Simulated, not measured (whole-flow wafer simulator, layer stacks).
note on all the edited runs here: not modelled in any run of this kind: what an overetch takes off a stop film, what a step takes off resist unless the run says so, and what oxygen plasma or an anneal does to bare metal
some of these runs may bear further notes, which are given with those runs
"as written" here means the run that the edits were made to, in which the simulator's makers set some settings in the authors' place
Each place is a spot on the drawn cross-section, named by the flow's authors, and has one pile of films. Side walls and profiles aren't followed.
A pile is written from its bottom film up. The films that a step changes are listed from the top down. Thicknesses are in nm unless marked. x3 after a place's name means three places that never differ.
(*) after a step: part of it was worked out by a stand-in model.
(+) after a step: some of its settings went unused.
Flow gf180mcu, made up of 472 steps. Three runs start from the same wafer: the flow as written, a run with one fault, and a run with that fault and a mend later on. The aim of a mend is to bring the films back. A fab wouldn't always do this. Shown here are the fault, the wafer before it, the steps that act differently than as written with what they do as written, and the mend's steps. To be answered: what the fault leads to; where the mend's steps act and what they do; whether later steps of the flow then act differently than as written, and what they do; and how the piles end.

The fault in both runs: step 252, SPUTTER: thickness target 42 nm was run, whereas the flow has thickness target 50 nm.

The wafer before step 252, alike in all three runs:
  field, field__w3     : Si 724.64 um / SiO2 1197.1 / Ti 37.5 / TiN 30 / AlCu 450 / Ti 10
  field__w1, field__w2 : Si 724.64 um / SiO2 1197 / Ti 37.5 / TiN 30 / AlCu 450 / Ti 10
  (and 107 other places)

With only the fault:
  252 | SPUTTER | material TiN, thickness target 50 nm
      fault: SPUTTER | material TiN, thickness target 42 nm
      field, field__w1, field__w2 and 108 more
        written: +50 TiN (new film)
        fault: +42 TiN (new film)
  Later steps of the flow acting differently than as written (not shown: 5 more steps that differ only slightly, by at most 2% or 0.5 nm, whichever is larger):
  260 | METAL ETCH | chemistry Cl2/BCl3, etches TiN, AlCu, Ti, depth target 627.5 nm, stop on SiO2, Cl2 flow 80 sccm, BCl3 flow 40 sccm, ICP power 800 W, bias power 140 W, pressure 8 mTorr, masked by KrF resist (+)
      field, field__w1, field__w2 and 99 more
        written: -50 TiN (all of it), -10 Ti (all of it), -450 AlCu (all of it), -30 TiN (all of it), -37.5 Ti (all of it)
        fault: -42 TiN (all of it), -10 Ti (all of it), -450 AlCu (all of it), -30 TiN (all of it), -37.5 Ti (all of it)
  The piles end different from the flow's at field__w8, contact, m1 and 6 more by more than 2% or 0.5 nm, whichever is larger.
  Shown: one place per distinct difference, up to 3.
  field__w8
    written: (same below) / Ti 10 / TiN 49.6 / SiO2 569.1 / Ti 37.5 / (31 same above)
    fault: (same below) / Ti 10 / TiN 41.6 / SiO2 577.1 / Ti 37.5 / (31 same above)
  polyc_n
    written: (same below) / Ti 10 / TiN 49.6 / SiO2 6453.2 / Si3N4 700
    fault: (same below) / Ti 10 / TiN 41.6 / SiO2 6461.2 / Si3N4 700
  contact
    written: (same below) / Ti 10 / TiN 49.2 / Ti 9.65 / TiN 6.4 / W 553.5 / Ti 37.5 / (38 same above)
    fault: (same below) / Ti 10 / TiN 41.2 / Ti 9.61 / TiN 6.37 / W 561.6 / Ti 37.5 / (38 same above)

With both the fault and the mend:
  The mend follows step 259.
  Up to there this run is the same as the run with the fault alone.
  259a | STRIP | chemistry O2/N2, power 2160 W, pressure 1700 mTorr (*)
      field__w8, contact, m1 and 6 more
        -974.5 KrF resist (all of it)
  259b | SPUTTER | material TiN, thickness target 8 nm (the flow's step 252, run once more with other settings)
      field, field__w1, field__w2 and 108 more
        +8 TiN
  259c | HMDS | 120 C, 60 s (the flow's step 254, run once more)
      alters no film at any place that is followed
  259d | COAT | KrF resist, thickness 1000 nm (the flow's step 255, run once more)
      field, field__w1, field__w2 and 108 more
        +1000 KrF resist (new film)
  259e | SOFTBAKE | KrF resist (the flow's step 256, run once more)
      alters no film at any place that is followed
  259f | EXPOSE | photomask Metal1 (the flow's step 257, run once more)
      alters no film at any place that is followed
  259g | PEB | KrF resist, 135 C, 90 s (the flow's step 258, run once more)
      field, field__w1, field__w2 and 108 more
        -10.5 KrF resist
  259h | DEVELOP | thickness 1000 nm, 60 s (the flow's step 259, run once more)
      field, field__w1, field__w2 and 99 more
        -989.5 KrF resist (all of it)
      field__w8, contact, m1 and 6 more
        -14.9 KrF resist
  Every later step of the flow that is run acts as written at every place that is followed.
  By the end, the piles equal the flow's at every place that both follow.
